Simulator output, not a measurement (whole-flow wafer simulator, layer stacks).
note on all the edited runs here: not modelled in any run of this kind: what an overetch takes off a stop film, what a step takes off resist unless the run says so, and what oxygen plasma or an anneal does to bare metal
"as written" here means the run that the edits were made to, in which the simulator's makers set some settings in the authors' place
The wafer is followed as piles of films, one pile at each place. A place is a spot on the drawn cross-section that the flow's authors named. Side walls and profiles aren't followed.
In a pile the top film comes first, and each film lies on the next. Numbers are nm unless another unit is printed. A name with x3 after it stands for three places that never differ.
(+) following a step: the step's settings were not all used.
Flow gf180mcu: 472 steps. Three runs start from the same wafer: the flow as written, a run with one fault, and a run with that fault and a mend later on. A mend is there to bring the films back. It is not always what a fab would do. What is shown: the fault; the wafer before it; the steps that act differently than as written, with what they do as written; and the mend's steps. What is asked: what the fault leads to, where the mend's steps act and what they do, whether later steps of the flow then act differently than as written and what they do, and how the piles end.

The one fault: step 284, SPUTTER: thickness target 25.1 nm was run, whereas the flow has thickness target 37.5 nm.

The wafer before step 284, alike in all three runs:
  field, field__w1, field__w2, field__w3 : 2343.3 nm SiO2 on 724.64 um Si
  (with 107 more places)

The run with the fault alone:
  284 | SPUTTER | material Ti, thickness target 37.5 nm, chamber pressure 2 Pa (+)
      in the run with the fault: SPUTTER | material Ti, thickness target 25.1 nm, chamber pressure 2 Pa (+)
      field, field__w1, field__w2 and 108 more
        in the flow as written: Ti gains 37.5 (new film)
        in the run with the fault: Ti gains 25.1 (new film)
  Steps further on in the flow that do not act as written:
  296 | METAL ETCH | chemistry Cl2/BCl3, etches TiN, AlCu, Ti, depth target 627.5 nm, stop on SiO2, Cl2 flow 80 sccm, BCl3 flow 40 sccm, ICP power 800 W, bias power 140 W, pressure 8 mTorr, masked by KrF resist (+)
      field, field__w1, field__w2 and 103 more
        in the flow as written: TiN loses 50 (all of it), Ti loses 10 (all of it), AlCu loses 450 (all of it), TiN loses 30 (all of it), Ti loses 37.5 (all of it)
        in the run with the fault: TiN loses 50 (all of it), Ti loses 10 (all of it), AlCu loses 450 (all of it), TiN loses 30 (all of it), Ti loses 25.1 (all of it)
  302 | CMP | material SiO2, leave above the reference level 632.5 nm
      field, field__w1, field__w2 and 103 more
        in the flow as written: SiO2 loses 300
        in the run with the fault: SiO2 loses 312.4
  The piles end different from the flow's at field__w8, contact, m1, m1__w1, m1_nw by more than 2% or 0.5 nm, whichever is larger.
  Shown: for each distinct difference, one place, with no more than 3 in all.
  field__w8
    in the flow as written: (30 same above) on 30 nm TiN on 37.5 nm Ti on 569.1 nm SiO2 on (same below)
    in the run with the fault: (30 same above) on 30 nm TiN on 25.1 nm Ti on 569.1 nm SiO2 on (same below)
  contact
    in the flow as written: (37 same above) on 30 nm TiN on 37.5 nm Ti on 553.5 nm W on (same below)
    in the run with the fault: (37 same above) on 30 nm TiN on 25.1 nm Ti on 553.5 nm W on (same below)

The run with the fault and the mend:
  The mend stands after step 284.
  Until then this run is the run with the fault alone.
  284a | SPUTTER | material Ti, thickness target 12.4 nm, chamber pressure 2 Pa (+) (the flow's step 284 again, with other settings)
      field, field__w1, field__w2 and 108 more
        Ti gains 12.4
  Later steps of the flow that are run all act as written at every place that is followed.
  By the end, the piles equal the flow's at every place that both follow.
